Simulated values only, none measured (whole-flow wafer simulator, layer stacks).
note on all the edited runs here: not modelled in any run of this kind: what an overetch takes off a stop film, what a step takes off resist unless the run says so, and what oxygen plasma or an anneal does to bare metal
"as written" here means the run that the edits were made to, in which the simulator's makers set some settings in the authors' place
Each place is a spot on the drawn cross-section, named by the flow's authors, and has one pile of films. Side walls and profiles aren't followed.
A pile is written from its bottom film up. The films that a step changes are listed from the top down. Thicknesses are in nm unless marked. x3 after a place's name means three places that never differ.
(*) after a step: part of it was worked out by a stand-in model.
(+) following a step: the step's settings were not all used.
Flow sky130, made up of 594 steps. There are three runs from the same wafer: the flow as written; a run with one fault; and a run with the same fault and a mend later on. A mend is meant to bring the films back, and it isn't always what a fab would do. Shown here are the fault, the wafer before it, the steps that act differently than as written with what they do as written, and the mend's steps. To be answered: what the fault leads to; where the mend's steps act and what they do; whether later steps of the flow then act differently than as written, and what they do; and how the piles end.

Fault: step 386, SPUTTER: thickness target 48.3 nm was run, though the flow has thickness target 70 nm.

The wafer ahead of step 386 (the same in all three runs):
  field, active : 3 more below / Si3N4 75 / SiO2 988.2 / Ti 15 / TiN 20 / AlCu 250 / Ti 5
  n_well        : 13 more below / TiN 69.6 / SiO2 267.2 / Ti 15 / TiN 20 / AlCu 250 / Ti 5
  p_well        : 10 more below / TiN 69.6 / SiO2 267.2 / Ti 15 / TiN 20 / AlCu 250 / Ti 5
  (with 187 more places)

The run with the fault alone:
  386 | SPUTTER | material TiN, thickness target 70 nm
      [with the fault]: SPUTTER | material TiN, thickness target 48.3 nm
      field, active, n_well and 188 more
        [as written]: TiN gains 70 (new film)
        [with the fault]: TiN gains 48.3 (new film)
  Steps further on in the flow that do not act as written (14 other steps are not shown; they differ only slightly, by no more than 2% or 0.5 nm, whichever is larger):
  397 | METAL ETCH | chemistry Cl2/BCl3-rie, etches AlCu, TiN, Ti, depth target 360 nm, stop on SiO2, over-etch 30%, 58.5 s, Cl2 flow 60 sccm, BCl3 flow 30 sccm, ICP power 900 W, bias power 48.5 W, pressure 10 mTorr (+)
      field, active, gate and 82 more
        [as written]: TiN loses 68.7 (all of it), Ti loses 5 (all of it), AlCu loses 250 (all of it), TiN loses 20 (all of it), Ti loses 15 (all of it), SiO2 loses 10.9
        [with the fault]: TiN loses 47 (all of it), Ti loses 5 (all of it), AlCu loses 250 (all of it), TiN loses 20 (all of it), Ti loses 15 (all of it), SiO2 loses 13.1
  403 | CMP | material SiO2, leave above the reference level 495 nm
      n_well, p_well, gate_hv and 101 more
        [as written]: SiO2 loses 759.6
        [with the fault]: SiO2 loses 737.9
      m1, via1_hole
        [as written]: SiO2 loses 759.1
        [with the fault]: SiO2 loses 737.4
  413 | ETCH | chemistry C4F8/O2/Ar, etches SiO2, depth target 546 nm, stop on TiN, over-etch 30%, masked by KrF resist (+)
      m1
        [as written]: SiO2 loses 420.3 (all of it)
        [with the fault]: SiO2 loses 442 (all of it)
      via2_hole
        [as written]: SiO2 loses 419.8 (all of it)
        [with the fault]: SiO2 loses 441.5 (all of it)
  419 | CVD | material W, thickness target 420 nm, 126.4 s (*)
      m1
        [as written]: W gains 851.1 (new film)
        [with the fault]: W gains 873.1 (new film)
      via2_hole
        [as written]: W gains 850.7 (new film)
        [with the fault]: W gains 872.7 (new film)
  The piles end different from the flow's at n_well, p_well, gate_hv and 103 more by more than 2% or 0.5 nm, whichever is larger.
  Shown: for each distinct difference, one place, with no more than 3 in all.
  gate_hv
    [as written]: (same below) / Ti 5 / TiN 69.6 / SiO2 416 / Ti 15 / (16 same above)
    [with the fault]: (same below) / Ti 5 / TiN 47.9 / SiO2 437.7 / Ti 15 / (16 same above)
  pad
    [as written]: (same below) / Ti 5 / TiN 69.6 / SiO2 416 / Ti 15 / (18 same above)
    [with the fault]: (same below) / Ti 5 / TiN 47.9 / SiO2 437.7 / Ti 15 / (18 same above)
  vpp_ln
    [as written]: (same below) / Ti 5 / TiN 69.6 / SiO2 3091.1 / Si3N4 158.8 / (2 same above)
    [with the fault]: (same below) / Ti 5 / TiN 47.9 / SiO2 3112.8 / Si3N4 158.8 / (2 same above)

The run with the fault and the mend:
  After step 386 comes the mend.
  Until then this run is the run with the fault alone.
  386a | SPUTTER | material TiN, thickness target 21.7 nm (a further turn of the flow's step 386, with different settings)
      field, active, n_well and 188 more
        TiN gains 21.7
  None of the later steps of the flow acts differently than as written at any place that is followed.
  By the end, the piles equal the flow's at every place that both follow.
